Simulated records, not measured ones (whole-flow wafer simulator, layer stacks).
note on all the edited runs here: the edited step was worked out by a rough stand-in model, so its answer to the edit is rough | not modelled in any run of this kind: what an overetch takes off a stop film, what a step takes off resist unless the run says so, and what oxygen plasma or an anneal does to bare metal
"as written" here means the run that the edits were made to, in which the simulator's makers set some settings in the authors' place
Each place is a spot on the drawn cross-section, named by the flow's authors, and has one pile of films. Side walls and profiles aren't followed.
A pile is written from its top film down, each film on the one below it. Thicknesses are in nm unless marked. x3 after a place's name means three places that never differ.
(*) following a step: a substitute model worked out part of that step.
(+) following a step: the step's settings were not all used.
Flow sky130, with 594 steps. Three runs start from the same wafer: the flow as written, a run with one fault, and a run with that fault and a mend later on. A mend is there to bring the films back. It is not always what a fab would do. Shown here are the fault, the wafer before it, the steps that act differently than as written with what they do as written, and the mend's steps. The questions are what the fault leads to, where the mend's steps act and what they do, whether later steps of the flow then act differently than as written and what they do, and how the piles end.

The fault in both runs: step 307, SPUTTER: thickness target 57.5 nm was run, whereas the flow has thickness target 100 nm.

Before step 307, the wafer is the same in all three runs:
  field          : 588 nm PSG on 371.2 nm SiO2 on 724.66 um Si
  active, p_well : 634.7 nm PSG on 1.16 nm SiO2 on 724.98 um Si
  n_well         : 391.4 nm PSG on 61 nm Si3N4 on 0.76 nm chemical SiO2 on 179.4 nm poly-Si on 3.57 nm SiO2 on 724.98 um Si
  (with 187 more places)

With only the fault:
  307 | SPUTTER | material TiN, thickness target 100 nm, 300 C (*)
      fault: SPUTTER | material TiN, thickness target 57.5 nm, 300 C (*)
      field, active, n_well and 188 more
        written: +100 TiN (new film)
        fault: +57.5 TiN (new film)
  Later steps of the flow acting differently than as written (1 other step is not shown; it differs only slightly, by no more than 2% or 0.5 nm, whichever is larger):
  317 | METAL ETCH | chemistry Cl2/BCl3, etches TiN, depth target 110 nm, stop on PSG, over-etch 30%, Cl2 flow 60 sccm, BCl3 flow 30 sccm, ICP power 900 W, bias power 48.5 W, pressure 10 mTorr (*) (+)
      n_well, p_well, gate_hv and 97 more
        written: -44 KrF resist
        fault: -29.2 KrF resist
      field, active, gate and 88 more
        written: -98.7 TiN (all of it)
        fault: -56.2 TiN (all of it)
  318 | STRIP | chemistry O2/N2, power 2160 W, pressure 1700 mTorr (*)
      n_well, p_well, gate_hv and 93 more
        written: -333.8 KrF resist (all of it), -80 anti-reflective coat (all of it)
        fault: -348.6 KrF resist (all of it), -80 anti-reflective coat (all of it)
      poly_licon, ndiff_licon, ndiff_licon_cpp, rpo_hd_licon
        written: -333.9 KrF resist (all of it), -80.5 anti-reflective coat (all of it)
        fault: -348.7 KrF resist (all of it), -80.5 anti-reflective coat (all of it)
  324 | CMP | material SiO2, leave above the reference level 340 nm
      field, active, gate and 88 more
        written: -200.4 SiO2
        fault: -242.9 SiO2
  By the end, the piles at n_well, p_well, gate_hv and 118 more depart from the flow's by more than 2% or 0.5 nm, whichever is larger.
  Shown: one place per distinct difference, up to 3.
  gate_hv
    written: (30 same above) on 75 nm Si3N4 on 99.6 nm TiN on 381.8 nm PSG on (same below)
    fault: (30 same above) on 75 nm Si3N4 on 57.1 nm TiN on 381.8 nm PSG on (same below)
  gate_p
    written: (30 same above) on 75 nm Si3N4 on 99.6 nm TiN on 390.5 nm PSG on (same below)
    fault: (30 same above) on 75 nm Si3N4 on 57.1 nm TiN on 390.5 nm PSG on (same below)
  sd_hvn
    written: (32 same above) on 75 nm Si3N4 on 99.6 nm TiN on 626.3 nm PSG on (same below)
    fault: (32 same above) on 75 nm Si3N4 on 57.1 nm TiN on 626.3 nm PSG on (same below)

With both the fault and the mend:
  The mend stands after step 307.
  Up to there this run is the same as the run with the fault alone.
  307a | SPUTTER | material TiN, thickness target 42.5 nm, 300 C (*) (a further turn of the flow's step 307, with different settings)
      field, active, n_well and 188 more
        +42.5 TiN
  Every later step of the flow that is run acts as written, at every place that is followed, to within 2% or 0.5 nm, whichever is larger.
  At every place that both follow, the piles at the end match the flow's.
